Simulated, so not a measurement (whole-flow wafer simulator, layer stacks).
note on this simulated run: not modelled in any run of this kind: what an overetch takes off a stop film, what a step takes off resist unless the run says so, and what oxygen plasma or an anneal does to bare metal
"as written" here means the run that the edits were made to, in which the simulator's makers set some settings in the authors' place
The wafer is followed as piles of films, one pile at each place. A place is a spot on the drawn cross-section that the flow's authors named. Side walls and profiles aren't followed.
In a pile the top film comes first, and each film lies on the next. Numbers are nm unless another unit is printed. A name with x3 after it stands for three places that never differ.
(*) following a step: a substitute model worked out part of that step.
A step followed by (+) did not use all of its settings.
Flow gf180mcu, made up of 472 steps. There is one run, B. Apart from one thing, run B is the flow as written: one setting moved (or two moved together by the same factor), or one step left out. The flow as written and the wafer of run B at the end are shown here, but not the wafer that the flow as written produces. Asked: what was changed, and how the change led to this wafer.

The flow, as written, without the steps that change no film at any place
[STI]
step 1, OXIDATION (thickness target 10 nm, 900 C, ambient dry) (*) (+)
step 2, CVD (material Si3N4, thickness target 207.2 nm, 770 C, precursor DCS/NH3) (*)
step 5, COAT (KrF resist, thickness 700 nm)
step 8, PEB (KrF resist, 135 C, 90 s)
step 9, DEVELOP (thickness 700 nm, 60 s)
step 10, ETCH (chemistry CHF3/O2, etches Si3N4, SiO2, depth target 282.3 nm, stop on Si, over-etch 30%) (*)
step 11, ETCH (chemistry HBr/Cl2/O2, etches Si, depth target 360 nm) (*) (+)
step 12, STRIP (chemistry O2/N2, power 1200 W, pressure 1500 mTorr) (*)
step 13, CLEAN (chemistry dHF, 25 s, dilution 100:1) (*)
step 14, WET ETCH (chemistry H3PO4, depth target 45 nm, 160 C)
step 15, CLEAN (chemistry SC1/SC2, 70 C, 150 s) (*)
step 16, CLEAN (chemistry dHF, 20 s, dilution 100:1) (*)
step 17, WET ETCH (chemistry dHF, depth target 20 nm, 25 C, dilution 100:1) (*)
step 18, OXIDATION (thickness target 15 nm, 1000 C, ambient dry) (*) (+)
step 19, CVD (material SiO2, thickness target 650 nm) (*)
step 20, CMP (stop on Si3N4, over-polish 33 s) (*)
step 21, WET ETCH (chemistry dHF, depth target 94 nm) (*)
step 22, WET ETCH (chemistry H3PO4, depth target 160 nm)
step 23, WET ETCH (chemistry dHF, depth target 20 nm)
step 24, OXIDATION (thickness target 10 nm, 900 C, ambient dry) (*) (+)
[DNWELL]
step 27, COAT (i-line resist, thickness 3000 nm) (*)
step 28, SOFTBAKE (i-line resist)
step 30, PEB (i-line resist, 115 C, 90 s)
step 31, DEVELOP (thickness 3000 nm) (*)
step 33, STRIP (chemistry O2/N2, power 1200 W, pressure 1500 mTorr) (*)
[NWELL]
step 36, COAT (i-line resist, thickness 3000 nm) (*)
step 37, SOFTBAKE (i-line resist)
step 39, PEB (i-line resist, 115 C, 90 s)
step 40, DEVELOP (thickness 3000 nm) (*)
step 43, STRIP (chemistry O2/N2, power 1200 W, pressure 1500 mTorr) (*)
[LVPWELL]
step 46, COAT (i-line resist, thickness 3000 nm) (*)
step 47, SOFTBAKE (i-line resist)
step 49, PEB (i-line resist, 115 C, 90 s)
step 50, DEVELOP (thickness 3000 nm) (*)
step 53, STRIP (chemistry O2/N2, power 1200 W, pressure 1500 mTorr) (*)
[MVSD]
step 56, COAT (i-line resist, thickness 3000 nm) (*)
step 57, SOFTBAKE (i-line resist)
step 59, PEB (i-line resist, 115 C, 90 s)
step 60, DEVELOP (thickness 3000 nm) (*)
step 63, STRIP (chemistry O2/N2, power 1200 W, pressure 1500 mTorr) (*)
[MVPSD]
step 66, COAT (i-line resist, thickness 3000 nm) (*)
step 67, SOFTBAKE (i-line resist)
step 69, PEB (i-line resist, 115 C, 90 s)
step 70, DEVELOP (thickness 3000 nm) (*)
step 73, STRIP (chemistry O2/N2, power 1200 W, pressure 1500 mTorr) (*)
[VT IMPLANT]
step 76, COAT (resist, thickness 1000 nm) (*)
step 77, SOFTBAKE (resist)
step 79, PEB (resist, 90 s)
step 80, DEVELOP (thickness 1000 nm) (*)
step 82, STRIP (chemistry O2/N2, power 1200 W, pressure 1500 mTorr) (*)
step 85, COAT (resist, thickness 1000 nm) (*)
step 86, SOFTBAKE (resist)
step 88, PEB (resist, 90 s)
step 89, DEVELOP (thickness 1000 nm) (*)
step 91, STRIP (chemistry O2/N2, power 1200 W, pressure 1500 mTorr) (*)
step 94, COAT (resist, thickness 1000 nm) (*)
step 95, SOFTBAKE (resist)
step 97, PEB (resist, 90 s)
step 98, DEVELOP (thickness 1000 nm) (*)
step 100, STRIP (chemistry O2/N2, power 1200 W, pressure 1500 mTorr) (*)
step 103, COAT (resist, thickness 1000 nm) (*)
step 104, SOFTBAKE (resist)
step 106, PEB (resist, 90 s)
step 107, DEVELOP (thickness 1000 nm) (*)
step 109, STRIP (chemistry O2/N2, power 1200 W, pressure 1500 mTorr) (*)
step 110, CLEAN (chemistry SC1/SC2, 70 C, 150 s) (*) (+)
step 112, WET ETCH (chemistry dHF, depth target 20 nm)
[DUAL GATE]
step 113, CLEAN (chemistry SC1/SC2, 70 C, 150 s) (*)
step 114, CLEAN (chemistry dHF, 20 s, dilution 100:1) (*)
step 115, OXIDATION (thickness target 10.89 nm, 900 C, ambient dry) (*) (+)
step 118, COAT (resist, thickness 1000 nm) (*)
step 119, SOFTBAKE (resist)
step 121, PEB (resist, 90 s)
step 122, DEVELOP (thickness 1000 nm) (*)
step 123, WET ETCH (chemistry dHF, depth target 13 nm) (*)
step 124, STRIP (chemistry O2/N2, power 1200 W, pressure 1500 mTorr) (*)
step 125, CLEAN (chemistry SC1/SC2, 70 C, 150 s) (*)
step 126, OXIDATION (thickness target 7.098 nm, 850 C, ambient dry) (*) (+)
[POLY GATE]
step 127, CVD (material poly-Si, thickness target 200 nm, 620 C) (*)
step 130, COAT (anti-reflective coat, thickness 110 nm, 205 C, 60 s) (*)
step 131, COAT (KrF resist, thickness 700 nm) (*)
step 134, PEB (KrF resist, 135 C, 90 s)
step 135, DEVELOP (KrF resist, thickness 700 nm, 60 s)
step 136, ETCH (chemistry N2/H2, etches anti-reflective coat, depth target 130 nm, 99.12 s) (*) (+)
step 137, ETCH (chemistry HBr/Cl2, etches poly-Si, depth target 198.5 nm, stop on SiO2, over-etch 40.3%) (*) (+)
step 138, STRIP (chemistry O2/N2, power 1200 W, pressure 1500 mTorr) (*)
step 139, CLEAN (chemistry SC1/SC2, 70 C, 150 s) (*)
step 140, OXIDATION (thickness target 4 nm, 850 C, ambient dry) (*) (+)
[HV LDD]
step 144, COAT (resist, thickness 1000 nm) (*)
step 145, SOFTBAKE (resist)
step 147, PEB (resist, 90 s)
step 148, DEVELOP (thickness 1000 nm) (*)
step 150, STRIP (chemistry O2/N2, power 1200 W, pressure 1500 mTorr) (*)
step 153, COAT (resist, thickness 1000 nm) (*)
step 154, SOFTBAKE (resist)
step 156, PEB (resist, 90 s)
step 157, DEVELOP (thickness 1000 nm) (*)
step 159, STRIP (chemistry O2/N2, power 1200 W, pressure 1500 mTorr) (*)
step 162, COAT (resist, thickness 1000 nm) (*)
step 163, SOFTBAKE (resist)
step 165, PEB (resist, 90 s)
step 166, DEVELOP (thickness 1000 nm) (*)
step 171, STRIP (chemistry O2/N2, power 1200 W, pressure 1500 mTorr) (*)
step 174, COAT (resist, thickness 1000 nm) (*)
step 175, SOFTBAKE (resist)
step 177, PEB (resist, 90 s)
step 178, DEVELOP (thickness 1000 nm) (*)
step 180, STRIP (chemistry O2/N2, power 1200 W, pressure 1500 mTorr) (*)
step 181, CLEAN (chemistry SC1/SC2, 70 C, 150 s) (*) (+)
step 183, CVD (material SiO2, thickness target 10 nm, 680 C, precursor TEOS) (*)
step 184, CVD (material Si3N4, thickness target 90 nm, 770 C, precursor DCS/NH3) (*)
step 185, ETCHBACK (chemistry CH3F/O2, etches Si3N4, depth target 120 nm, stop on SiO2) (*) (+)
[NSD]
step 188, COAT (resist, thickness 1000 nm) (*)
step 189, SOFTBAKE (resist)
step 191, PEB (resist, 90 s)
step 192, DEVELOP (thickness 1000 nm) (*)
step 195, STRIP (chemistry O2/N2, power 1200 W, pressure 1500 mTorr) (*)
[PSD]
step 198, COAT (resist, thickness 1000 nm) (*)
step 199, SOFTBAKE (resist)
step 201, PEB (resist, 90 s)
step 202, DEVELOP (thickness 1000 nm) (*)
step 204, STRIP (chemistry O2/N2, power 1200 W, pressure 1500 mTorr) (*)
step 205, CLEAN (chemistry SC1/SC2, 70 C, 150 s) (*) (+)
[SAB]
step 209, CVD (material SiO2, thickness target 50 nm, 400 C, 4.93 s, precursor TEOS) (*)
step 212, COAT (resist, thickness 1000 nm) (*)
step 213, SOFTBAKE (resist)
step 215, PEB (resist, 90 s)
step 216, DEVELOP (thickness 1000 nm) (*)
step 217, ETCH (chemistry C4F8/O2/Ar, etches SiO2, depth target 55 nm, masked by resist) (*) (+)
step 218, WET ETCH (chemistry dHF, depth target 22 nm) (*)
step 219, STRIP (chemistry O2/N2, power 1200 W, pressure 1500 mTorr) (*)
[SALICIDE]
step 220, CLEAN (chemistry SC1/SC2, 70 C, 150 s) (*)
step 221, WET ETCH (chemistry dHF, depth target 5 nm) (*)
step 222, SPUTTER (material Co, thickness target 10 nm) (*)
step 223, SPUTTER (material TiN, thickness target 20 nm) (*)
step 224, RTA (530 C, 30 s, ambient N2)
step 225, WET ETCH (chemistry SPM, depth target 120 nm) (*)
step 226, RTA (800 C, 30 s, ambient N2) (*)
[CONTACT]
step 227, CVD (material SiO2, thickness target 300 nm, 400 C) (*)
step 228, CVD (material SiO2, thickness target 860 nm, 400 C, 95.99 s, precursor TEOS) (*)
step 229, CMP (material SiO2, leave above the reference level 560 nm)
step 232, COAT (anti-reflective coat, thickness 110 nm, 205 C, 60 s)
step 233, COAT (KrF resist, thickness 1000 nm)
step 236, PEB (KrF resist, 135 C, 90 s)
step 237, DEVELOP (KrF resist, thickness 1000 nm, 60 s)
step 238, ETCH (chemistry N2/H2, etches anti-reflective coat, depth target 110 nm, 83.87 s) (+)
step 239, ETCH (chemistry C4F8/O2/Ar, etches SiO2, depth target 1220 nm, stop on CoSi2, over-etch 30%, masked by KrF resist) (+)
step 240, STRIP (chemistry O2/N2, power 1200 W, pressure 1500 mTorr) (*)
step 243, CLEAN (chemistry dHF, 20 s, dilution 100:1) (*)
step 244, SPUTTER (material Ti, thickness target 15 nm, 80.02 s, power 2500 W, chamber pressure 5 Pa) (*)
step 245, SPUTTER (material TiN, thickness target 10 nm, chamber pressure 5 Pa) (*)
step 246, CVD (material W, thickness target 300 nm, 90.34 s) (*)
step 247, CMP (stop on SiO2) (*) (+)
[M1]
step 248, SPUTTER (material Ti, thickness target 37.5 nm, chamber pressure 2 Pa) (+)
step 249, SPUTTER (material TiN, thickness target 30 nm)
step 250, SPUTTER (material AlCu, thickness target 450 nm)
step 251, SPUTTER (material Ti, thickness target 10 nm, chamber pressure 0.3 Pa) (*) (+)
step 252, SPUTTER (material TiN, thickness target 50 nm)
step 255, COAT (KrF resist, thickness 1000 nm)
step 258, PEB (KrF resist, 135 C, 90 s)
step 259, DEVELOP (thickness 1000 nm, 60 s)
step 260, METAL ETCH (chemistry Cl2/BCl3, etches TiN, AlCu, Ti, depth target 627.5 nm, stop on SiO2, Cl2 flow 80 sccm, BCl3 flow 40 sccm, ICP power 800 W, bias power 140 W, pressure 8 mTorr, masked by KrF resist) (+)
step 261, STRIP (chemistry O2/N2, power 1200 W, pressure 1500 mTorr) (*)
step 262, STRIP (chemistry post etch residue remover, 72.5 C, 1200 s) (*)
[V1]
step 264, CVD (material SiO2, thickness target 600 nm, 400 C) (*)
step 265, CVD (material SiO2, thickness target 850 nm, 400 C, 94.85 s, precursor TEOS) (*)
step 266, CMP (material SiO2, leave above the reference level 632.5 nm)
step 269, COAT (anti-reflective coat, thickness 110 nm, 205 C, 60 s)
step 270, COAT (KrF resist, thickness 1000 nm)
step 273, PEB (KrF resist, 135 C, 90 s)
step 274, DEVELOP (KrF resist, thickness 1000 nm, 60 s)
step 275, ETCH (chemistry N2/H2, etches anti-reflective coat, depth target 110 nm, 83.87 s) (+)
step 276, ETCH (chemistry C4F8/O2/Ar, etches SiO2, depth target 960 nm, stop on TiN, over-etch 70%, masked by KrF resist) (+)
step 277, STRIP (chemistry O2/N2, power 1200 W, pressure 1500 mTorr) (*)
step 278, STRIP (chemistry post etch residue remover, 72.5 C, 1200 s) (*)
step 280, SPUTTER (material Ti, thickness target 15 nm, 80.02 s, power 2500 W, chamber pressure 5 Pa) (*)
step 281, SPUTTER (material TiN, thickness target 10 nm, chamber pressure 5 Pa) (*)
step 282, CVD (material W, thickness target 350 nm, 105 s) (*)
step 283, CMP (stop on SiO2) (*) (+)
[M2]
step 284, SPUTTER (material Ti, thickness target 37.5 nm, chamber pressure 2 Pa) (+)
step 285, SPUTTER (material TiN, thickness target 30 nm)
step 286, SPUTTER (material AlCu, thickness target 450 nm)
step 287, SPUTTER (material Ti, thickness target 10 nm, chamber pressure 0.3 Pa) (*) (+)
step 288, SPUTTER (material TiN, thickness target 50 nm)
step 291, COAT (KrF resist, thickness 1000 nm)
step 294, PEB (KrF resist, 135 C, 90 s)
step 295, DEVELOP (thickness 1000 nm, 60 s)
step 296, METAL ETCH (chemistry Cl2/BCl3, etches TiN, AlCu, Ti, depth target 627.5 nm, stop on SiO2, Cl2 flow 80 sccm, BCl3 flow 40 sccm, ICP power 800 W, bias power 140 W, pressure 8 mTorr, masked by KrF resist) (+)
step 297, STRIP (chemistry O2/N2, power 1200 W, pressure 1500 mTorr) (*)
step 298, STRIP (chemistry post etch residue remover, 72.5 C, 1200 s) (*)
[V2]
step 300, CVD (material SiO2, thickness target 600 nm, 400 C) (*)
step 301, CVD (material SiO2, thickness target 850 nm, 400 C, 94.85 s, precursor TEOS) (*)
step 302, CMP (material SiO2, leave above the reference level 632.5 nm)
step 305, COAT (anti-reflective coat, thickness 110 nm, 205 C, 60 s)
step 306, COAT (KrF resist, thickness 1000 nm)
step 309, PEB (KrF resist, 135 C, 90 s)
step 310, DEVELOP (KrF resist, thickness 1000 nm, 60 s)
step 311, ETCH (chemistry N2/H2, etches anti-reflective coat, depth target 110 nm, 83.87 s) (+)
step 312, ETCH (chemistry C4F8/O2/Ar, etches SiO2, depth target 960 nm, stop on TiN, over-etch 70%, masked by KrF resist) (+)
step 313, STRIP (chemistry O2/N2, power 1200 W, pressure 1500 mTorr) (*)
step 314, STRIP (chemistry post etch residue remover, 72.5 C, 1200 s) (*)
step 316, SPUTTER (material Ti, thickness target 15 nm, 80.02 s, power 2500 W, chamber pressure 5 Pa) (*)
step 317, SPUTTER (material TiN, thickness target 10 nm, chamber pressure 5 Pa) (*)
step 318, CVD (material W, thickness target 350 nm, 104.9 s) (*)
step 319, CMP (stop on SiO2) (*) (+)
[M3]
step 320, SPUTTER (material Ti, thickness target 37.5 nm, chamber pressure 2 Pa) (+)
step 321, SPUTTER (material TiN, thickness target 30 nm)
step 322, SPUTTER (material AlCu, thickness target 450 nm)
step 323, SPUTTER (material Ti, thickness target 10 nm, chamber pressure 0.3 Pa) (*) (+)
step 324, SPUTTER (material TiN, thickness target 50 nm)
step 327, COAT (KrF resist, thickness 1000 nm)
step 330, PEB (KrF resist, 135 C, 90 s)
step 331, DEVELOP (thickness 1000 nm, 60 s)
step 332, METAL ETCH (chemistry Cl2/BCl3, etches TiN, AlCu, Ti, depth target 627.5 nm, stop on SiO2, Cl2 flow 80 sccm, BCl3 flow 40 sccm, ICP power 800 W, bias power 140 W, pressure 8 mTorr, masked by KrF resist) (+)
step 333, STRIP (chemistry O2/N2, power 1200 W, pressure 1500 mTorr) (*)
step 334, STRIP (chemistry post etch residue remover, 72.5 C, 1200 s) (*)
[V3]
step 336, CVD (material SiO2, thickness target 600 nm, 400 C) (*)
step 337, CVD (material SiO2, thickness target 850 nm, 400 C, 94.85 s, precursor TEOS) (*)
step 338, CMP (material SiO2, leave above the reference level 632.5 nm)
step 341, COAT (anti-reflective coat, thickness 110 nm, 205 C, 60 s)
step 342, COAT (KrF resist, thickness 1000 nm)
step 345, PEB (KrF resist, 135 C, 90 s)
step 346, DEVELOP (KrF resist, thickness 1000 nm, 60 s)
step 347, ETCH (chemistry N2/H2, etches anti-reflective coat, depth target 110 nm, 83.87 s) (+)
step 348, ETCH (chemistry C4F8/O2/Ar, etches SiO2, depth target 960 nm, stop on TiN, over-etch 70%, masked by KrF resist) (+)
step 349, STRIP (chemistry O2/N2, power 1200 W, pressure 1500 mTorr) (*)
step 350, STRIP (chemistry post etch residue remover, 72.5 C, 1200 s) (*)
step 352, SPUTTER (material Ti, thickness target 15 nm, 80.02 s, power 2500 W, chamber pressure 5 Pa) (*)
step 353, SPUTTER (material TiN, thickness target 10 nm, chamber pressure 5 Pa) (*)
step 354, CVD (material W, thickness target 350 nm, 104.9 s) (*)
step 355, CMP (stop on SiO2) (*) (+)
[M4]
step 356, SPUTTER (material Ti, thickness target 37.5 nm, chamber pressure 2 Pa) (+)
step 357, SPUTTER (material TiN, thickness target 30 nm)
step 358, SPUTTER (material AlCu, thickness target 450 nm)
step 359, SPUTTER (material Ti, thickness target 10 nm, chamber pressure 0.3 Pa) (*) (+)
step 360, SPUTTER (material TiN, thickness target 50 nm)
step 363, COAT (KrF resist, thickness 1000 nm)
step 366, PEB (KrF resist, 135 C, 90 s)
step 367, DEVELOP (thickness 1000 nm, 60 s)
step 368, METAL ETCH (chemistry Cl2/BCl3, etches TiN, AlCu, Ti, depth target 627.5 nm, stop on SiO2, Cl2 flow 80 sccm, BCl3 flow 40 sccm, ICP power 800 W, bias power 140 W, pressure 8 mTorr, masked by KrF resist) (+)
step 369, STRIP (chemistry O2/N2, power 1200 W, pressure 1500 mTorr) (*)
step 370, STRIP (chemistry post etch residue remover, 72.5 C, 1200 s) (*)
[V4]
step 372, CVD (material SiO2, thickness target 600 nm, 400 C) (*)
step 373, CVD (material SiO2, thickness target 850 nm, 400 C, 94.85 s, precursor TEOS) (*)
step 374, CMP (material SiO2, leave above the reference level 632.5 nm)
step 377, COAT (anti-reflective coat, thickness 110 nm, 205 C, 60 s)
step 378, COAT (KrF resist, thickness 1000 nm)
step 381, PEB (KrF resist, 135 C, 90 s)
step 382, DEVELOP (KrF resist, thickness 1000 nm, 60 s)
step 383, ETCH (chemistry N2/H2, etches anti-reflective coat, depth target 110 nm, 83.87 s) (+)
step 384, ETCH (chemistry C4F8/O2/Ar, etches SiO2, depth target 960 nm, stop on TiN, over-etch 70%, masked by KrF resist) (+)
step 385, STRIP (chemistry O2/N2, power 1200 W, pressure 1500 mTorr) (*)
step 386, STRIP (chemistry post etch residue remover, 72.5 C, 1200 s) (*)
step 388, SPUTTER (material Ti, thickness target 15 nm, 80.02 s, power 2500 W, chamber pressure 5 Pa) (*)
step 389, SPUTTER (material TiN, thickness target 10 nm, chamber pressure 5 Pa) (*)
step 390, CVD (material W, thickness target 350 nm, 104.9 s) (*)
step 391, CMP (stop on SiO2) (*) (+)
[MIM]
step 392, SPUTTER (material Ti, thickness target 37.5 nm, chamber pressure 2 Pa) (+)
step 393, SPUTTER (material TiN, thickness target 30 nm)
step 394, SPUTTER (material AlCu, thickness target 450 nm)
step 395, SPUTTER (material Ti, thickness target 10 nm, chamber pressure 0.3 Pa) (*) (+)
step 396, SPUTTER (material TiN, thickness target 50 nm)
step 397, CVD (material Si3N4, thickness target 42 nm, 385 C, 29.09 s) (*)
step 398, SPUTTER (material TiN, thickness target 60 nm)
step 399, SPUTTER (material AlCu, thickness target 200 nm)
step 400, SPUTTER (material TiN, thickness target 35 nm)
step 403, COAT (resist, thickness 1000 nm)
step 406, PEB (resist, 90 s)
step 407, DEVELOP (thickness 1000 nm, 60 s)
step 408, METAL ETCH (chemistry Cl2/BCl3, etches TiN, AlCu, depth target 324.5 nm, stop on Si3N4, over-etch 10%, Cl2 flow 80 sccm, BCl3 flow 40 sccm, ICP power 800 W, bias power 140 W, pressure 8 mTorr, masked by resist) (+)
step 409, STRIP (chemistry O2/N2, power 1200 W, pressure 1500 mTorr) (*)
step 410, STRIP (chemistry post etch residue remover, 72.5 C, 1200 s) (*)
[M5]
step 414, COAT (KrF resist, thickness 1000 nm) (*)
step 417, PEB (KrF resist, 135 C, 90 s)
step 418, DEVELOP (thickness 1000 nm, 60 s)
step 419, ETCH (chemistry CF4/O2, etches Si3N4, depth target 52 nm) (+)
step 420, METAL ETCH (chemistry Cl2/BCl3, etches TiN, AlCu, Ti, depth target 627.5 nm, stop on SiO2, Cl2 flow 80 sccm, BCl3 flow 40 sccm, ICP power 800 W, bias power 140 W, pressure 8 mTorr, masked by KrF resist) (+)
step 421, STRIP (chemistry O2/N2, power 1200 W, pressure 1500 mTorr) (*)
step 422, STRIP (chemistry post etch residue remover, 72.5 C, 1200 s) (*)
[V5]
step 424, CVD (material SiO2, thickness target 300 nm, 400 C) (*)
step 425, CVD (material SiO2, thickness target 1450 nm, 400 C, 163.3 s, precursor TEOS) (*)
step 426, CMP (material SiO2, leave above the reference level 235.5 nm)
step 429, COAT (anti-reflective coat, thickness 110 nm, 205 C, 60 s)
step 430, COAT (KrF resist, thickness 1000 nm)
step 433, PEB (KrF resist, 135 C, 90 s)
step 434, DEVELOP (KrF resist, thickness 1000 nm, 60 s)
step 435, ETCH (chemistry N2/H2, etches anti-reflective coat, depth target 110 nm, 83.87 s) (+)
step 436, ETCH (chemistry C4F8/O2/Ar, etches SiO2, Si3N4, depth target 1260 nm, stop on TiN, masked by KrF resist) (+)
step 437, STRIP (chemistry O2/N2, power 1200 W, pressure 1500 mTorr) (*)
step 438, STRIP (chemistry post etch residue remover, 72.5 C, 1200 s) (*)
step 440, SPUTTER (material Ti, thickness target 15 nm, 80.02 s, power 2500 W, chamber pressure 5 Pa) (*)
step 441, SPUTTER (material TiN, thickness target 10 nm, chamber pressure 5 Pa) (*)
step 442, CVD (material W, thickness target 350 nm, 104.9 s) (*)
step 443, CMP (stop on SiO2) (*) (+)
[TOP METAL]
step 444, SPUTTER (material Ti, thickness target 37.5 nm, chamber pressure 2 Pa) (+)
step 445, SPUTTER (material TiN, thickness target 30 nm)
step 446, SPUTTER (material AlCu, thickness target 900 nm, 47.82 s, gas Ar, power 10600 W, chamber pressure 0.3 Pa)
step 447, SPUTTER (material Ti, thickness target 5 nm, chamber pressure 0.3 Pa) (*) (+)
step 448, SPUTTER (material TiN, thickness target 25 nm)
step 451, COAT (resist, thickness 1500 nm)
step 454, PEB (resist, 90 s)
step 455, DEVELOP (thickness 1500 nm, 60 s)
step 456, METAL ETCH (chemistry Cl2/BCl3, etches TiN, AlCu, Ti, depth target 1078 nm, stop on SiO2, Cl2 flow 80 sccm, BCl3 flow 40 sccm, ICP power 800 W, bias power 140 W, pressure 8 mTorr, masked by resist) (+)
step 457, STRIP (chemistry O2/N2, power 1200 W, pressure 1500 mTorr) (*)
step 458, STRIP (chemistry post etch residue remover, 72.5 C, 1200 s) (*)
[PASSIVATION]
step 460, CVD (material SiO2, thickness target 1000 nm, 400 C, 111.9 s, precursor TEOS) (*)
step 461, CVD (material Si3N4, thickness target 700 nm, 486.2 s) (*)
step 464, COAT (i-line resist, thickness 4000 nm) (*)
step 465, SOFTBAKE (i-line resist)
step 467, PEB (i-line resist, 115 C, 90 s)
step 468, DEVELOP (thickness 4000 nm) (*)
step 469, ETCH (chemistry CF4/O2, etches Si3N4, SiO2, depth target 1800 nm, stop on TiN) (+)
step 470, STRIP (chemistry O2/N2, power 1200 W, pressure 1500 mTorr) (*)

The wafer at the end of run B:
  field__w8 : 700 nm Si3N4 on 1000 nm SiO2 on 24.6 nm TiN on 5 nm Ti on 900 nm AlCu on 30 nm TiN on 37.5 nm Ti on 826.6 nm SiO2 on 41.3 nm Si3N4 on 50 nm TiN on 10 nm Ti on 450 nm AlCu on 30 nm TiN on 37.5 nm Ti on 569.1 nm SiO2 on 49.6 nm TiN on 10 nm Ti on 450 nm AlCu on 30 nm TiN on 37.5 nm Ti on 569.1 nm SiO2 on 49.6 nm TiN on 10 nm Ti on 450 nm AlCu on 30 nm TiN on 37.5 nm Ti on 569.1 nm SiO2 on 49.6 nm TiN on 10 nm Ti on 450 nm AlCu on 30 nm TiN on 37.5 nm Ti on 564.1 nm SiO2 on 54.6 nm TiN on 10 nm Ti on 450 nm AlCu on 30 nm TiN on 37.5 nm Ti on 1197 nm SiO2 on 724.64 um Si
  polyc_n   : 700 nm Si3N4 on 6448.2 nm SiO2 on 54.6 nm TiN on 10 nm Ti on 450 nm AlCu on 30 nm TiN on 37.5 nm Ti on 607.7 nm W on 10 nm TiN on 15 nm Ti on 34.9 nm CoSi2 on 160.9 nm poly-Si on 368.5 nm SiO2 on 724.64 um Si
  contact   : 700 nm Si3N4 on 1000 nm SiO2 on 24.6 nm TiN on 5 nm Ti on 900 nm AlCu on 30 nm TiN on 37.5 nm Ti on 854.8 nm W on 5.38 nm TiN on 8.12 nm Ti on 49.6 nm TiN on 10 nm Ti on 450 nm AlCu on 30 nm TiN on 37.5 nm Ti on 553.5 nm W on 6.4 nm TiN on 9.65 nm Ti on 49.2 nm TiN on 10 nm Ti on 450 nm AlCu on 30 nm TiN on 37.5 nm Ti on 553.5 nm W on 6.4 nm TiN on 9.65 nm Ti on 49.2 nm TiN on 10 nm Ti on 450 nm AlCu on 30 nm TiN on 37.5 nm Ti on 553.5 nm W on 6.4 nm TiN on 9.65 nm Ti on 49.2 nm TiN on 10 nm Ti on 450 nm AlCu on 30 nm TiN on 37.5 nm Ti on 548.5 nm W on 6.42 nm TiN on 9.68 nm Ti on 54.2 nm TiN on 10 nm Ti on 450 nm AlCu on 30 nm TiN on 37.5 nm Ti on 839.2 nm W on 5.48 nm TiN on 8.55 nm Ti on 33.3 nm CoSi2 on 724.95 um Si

Cause: step 252, SPUTTER: thickness target 55 nm was run, while the flow as written has thickness target 50 nm.

Step by step, how the change led to this:
  step 252, SPUTTER (material TiN, thickness target 50 nm)
      field, field__w1, field__w2 and 108 more: TiN gains 55 (new film) (in the flow as written it would be: TiN gains 50 (new film))
  step 260, METAL ETCH (chemistry Cl2/BCl3, etches TiN, AlCu, Ti, depth target 627.5 nm, stop on SiO2, Cl2 flow 80 sccm, BCl3 flow 40 sccm, ICP power 800 W, bias power 140 W, pressure 8 mTorr, masked by KrF resist) (+)
      field, field__w1, field__w2 and 99 more: TiN loses 55 (all of it), Ti loses 10 (all of it), AlCu loses 450 (all of it), TiN loses 30 (all of it), Ti loses 37.5 (all of it) (in the flow as written it would be: TiN loses 50 (all of it), Ti loses 10 (all of it), AlCu loses 450 (all of it), TiN loses 30 (all of it), Ti loses 37.5 (all of it))
